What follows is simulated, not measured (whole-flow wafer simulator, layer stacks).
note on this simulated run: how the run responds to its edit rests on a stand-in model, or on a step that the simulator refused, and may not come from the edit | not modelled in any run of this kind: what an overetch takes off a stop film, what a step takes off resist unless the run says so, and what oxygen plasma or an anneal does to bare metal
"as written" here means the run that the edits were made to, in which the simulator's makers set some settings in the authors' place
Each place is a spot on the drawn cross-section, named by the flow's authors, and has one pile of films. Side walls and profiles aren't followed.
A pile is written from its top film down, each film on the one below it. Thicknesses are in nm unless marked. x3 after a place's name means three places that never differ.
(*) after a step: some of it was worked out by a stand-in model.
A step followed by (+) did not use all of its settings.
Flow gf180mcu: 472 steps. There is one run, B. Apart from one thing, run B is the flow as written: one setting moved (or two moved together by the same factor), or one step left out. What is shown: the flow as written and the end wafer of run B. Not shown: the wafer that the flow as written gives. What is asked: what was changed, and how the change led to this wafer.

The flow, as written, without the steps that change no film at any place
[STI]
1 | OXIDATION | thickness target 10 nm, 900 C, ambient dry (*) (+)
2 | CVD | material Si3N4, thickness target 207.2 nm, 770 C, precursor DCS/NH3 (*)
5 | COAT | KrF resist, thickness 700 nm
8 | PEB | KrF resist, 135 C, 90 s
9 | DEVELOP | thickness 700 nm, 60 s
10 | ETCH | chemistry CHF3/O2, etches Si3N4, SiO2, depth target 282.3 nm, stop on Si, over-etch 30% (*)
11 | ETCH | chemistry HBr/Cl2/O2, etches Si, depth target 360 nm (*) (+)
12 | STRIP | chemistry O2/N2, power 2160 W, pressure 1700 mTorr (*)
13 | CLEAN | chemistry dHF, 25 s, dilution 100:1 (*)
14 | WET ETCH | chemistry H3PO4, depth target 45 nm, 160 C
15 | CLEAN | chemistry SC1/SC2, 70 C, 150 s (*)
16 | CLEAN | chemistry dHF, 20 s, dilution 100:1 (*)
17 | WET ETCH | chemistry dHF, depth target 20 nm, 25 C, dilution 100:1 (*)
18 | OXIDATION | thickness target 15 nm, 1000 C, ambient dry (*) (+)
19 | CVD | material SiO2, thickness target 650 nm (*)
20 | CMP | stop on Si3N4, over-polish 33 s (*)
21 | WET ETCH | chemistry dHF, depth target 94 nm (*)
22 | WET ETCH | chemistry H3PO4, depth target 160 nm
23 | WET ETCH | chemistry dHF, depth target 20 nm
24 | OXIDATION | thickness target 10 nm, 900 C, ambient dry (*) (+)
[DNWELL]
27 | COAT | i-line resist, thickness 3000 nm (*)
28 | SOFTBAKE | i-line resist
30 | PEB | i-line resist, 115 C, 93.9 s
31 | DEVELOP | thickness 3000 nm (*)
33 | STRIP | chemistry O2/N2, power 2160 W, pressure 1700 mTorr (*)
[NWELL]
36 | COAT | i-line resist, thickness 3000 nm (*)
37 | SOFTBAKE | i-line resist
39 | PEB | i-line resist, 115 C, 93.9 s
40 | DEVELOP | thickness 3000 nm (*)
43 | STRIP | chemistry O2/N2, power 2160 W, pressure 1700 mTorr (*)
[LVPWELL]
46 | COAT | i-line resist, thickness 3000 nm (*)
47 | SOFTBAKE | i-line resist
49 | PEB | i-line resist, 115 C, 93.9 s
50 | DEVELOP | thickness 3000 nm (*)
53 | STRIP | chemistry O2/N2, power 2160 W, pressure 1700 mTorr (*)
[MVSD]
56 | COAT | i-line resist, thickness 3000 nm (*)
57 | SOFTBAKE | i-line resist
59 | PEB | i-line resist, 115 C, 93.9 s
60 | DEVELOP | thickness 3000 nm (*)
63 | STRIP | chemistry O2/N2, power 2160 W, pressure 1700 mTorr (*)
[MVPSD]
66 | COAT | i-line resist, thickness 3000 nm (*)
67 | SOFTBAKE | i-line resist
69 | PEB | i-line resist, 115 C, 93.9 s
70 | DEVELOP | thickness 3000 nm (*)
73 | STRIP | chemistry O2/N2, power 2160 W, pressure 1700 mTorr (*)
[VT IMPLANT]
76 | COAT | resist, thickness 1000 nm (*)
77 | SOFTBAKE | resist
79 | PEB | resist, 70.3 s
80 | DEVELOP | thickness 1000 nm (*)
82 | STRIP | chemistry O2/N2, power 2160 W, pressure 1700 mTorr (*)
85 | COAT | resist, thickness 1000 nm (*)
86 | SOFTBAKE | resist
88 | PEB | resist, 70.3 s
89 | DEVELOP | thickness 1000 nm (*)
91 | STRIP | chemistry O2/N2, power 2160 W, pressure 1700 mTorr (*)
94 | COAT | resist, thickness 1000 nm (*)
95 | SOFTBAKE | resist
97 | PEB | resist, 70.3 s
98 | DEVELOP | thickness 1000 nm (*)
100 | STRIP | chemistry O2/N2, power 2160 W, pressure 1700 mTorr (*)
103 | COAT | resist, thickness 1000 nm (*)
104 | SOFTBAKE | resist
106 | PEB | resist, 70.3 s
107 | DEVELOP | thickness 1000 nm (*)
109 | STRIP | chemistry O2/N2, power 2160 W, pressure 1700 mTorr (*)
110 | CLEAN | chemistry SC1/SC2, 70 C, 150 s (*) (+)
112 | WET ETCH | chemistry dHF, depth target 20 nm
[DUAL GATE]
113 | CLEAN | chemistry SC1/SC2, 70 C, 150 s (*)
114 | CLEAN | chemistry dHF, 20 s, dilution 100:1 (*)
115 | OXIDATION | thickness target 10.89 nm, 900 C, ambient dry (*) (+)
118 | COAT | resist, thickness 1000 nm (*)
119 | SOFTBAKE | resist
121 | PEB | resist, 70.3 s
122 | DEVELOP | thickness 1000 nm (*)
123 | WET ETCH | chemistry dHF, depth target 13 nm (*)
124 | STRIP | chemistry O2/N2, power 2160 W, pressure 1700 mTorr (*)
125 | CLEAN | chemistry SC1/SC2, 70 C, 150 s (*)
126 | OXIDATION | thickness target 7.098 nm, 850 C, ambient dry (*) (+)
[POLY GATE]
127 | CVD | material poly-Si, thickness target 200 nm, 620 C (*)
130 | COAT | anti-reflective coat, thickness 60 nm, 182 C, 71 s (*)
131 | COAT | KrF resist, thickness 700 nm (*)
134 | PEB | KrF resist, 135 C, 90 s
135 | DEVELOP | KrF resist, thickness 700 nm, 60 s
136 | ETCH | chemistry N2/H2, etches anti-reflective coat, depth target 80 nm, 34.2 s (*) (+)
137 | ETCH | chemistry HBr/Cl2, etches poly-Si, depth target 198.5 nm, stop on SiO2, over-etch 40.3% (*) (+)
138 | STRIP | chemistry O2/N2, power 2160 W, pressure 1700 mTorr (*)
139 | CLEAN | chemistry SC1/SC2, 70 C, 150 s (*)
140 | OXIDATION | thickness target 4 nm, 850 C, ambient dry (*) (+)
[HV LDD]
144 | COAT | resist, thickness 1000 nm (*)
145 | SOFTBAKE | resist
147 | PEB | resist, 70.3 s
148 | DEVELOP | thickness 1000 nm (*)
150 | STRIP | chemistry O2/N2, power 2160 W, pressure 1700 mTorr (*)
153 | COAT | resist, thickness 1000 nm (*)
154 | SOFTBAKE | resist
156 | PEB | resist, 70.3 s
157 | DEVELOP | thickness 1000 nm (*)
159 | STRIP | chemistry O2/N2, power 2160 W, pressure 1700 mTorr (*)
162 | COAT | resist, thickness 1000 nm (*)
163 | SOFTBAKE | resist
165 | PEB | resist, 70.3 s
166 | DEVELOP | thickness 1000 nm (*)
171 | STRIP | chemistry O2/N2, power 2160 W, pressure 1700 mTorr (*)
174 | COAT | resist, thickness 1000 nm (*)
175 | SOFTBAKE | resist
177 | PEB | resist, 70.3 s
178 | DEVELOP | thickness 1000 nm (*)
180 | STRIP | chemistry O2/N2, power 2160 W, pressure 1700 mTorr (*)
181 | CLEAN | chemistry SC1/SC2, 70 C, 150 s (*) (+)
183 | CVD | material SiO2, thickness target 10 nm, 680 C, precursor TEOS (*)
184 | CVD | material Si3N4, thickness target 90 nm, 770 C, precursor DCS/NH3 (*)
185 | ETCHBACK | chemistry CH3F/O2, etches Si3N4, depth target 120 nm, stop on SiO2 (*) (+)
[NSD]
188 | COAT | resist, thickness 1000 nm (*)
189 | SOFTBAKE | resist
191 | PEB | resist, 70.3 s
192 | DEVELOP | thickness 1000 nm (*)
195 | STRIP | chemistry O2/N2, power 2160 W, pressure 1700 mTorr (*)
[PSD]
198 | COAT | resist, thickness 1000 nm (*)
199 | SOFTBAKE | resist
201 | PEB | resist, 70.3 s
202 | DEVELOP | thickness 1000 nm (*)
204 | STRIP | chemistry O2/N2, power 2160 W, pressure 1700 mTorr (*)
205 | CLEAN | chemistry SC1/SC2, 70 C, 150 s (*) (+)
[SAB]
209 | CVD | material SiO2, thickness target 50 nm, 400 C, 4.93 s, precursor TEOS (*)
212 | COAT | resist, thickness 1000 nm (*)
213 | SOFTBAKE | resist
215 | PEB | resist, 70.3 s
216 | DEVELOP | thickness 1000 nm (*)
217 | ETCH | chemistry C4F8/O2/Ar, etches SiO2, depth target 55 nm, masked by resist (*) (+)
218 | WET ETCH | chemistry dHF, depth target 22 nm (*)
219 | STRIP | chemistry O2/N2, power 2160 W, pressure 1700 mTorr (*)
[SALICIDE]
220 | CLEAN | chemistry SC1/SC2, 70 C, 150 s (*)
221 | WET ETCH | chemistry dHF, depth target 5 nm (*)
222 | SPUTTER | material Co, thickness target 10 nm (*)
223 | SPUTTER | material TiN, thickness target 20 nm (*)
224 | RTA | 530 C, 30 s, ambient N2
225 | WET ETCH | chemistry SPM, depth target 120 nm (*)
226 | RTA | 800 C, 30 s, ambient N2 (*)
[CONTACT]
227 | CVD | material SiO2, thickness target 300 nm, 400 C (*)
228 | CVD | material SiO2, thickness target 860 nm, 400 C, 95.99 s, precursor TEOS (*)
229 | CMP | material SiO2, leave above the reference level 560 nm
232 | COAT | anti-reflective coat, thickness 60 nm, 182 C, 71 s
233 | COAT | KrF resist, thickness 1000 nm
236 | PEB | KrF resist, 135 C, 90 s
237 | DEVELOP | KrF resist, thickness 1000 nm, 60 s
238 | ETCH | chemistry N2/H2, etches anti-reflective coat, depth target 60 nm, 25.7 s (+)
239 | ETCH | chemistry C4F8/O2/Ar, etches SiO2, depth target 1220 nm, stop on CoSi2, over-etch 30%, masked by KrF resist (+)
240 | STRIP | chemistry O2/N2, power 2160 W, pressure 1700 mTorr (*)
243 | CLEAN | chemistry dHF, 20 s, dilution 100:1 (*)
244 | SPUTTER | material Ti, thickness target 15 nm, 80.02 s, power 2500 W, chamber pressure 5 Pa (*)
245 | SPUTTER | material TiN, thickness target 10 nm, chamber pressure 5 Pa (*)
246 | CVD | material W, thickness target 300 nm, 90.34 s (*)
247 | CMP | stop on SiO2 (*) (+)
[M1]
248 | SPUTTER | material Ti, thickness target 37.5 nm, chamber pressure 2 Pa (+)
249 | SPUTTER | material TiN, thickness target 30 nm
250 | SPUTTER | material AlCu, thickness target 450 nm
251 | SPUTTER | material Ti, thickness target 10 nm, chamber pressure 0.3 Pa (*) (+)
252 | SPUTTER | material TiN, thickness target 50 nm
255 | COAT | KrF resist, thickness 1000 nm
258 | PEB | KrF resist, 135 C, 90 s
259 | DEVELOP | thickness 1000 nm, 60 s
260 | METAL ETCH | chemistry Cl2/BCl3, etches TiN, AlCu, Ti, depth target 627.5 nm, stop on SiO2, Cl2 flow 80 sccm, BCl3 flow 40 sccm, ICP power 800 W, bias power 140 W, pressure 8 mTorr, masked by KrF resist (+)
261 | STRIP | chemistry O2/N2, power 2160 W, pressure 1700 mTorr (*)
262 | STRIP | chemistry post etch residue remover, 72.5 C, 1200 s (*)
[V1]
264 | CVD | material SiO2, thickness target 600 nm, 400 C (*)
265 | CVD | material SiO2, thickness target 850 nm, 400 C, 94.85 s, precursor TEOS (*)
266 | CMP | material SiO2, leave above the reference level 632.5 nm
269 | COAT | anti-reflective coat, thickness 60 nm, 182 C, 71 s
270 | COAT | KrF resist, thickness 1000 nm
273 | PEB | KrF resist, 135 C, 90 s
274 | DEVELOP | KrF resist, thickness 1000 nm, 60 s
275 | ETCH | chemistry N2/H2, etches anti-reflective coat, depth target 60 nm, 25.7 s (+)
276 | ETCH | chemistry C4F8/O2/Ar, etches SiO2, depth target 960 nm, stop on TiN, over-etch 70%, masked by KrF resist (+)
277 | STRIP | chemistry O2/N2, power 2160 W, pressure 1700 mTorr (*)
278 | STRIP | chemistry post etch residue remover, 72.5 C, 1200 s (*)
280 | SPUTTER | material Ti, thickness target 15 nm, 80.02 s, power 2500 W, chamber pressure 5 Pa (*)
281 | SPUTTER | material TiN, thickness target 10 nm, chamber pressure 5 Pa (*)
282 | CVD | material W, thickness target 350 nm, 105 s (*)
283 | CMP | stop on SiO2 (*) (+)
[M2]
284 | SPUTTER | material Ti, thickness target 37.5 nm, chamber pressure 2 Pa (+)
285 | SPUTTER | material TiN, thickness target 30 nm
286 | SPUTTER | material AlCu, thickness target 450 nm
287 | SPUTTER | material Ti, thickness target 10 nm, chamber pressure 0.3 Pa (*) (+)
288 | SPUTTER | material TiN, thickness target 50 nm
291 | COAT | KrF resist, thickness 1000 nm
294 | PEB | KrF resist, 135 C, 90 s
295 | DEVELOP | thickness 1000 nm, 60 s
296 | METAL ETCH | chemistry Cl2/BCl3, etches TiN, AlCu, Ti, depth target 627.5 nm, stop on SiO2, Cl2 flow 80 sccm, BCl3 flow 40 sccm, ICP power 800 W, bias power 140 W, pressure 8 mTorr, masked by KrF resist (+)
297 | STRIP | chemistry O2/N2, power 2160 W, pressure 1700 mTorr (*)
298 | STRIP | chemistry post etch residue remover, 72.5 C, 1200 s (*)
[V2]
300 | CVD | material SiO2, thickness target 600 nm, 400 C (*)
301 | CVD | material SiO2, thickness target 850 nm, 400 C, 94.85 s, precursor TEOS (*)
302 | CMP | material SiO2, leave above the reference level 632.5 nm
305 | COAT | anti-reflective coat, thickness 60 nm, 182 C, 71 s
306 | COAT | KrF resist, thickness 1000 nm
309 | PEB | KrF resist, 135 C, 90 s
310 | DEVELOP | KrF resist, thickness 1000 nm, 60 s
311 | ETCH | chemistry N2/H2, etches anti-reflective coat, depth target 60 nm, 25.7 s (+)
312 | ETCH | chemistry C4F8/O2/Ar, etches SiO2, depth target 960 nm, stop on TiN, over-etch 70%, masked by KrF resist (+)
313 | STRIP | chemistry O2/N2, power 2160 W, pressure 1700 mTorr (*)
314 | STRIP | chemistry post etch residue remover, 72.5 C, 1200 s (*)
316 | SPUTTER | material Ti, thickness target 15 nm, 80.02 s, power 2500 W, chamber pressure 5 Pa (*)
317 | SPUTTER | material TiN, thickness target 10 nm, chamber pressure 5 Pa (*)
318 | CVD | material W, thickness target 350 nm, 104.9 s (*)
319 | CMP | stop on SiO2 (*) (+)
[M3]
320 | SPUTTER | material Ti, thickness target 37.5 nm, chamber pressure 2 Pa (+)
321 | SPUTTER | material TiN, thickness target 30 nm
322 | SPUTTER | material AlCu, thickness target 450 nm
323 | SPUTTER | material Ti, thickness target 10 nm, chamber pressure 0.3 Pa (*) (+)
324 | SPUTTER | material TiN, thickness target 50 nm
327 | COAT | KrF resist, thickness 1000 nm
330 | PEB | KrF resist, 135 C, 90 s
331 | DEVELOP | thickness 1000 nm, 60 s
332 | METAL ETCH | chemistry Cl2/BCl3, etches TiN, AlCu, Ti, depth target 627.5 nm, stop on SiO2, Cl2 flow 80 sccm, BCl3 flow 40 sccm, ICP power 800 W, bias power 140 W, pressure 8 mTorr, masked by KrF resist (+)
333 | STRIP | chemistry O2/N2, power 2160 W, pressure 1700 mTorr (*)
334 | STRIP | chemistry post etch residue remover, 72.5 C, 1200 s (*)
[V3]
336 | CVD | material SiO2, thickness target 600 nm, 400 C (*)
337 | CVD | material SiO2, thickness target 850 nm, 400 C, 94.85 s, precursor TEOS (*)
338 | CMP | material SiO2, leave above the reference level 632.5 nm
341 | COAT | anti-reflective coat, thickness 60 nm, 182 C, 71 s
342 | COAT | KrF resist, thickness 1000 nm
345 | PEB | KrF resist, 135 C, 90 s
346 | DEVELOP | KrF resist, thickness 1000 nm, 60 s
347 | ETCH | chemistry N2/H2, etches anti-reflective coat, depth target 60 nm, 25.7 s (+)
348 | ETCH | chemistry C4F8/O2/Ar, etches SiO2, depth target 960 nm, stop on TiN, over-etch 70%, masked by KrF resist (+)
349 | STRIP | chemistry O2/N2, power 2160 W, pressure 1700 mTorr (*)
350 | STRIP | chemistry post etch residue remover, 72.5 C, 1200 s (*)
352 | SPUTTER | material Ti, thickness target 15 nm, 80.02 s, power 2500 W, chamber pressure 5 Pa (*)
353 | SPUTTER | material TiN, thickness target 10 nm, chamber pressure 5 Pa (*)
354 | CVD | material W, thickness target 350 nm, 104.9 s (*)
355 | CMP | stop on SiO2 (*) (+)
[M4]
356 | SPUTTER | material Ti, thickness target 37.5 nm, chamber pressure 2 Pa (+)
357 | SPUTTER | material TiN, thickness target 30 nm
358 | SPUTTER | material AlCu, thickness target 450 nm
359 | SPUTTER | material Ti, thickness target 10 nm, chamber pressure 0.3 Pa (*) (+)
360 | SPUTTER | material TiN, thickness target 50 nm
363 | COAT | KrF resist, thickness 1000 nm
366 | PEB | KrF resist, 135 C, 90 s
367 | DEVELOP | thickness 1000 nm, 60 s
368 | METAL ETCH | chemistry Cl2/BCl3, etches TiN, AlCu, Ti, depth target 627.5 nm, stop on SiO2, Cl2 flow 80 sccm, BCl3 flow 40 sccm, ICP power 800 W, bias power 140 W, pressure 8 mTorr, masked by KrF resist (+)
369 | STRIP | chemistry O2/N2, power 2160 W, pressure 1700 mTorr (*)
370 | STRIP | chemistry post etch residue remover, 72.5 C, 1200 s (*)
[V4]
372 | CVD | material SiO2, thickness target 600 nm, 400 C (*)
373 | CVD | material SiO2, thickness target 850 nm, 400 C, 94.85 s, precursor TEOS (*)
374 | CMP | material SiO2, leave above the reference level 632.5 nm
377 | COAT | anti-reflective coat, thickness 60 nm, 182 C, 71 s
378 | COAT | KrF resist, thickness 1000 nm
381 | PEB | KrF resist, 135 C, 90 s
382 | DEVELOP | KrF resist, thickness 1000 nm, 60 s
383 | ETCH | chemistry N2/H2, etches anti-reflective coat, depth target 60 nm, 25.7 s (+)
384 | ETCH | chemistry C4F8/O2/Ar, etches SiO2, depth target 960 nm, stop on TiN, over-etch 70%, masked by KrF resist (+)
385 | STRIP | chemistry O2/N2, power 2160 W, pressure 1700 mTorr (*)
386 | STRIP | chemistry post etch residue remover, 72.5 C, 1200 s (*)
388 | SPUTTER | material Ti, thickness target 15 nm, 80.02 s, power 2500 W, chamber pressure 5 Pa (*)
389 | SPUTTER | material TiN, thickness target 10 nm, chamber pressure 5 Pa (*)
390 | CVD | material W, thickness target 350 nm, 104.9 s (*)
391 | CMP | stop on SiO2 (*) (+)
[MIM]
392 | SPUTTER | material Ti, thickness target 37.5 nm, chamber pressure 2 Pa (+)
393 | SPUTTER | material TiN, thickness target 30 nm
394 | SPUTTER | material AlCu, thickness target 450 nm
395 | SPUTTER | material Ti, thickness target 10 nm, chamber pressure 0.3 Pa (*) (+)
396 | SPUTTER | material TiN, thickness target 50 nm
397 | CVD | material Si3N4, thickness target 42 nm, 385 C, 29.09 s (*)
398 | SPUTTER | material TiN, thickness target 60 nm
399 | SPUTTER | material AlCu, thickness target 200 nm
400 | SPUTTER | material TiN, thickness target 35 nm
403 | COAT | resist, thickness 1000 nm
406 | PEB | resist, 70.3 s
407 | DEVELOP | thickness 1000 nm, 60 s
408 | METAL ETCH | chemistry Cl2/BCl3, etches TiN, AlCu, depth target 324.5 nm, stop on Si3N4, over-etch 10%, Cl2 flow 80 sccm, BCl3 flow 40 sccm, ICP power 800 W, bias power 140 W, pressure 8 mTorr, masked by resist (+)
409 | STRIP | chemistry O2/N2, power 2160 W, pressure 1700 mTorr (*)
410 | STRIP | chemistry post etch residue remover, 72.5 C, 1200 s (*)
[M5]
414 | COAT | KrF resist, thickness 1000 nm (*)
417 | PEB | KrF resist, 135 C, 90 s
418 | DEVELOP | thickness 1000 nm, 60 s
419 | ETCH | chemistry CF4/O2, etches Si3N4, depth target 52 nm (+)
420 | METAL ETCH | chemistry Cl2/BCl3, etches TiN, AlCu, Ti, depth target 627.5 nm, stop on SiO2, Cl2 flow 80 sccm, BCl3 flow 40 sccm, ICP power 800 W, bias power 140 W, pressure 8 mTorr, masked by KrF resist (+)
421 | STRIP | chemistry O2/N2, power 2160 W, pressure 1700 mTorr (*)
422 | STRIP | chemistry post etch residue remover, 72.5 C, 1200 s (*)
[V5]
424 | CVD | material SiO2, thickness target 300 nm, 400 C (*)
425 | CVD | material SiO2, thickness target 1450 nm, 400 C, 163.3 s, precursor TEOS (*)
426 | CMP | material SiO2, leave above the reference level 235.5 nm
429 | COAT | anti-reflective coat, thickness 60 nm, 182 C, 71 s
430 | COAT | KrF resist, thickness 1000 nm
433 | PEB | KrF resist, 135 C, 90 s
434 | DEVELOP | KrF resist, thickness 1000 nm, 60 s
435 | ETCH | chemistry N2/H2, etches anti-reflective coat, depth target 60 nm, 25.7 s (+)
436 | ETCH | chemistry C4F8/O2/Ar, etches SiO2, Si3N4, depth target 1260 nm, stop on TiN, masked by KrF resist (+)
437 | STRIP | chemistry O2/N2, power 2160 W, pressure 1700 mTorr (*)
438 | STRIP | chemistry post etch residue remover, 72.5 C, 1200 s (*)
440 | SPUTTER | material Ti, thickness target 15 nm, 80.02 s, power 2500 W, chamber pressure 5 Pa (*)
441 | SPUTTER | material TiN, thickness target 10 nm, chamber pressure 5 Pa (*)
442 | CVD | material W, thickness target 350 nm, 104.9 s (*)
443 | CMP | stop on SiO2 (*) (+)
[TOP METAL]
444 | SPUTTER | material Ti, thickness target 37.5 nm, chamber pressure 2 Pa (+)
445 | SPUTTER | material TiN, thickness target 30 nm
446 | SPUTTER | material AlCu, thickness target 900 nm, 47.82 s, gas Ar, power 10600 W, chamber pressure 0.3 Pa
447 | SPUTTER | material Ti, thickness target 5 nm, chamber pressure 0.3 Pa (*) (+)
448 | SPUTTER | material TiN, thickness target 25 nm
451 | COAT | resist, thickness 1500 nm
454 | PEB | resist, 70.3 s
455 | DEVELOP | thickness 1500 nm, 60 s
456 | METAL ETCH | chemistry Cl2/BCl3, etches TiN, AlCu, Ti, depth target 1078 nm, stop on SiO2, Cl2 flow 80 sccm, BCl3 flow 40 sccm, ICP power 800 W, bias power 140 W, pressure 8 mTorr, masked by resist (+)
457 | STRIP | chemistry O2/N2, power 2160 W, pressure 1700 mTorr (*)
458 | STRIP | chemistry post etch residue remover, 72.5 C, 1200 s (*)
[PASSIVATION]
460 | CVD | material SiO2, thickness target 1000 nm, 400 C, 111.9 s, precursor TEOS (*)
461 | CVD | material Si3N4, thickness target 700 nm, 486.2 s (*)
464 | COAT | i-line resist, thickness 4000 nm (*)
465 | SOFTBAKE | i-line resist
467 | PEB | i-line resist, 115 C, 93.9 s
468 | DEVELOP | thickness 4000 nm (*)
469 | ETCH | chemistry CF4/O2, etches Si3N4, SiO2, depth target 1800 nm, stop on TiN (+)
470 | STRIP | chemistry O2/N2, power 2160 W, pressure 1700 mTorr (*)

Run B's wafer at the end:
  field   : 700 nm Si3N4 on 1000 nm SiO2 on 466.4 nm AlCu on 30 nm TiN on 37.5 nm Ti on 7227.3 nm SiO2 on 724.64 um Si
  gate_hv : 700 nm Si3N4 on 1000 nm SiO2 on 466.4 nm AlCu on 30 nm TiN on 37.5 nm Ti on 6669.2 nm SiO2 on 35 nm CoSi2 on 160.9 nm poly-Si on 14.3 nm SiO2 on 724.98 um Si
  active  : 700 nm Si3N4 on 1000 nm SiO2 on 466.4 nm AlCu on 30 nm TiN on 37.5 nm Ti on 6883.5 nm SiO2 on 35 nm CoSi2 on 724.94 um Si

Cause: step 456, METAL ETCH: depth target 457.9 nm was run, though the flow has depth target 1078 nm.

The path from the change to this, step by step:
  456 | METAL ETCH | chemistry Cl2/BCl3, etches TiN, AlCu, Ti, depth target 1078 nm, stop on SiO2, Cl2 flow 80 sccm, BCl3 flow 40 sccm, ICP power 800 W, bias power 140 W, pressure 8 mTorr, masked by resist (+)
      field, field__w1, field__w2 and 103 more: TiN loses 25 (all of it), Ti loses 5 (all of it), AlCu loses 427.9 (in the flow as written it would be: TiN loses 25 (all of it), Ti loses 5 (all of it), AlCu loses 900 (all of it), TiN loses 30 (all of it), Ti loses 37.5 (all of it))
      field__w8, contact, m1, m1__w1, pad, m1_nw: resist loses 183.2 (in the flow as written it would be: resist loses 431)
  457 | STRIP | chemistry O2/N2, power 2160 W, pressure 1700 mTorr (*)
      field__w8, contact, m1, m1__w1, pad, m1_nw: resist loses 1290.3 (all of it) (in the flow as written it would be: resist loses 1042.5 (all of it))
  458 | STRIP | chemistry post etch residue remover, 72.5 C, 1200 s (*)
      field, field__w1, field__w2 and 103 more: AlCu loses 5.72 (in the flow as written it would be: nothing)
  460 | CVD | material SiO2, thickness target 1000 nm, 400 C, 111.9 s, precursor TEOS (*)
      field, field__w1, field__w2 and 103 more: SiO2 gains 1000 (new film) (in the flow as written it would be: SiO2 gains 1000)
  464 | COAT | i-line resist, thickness 4000 nm (*)
      field: i-line resist gains 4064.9 (new film) (in the flow as written it would be: i-line resist gains 4171.5 (new film))
      field__w8: i-line resist gains 3572.1 (new film) (in the flow as written it would be: i-line resist gains 3093.1 (new film))
      (as well as at 11 more places)
  465 | SOFTBAKE | i-line resist
      gate: i-line resist loses 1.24 (in the flow as written it would be: i-line resist gains 1.79)
      field__w11, field__w13: i-line resist gains 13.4 (in the flow as written it would be: i-line resist gains 37.6)
      (as well as at 66 more places)
  467 | PEB | i-line resist, 115 C, 93.9 s
      field__w8, m1__w1: i-line resist loses 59 (in the flow as written it would be: i-line resist loses 49.2)
      contact, m1: i-line resist loses 59.2 (in the flow as written it would be: i-line resist loses 49.6)
      (as well as at 2 more places)
  468 | DEVELOP | thickness 4000 nm (*)
      pad: i-line resist loses 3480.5 (all of it) (in the flow as written it would be: i-line resist loses 2960.4 (all of it))
  470 | STRIP | chemistry O2/N2, power 2160 W, pressure 1700 mTorr (*)
      field__w8, m1__w1: i-line resist loses 2287.8 (all of it) (in the flow as written it would be: i-line resist loses 1775.9 (all of it))
      contact: i-line resist loses 2294.8 (all of it) (in the flow as written it would be: i-line resist loses 1798.3 (all of it))
      (as well as at 2 more places)
Taking metal films that touch as one body, field has 1 body; the flow as written gives 0 bodies.
Taking metal films that touch as one body, gate_hv has 2 bodies (between them, from the top down: SiO2 6669.2); the flow as written gives 1 body.
Taking metal films that touch as one body, active has 2 bodies (between them, from the top down: SiO2 6883.5); the flow as written gives 1 body.
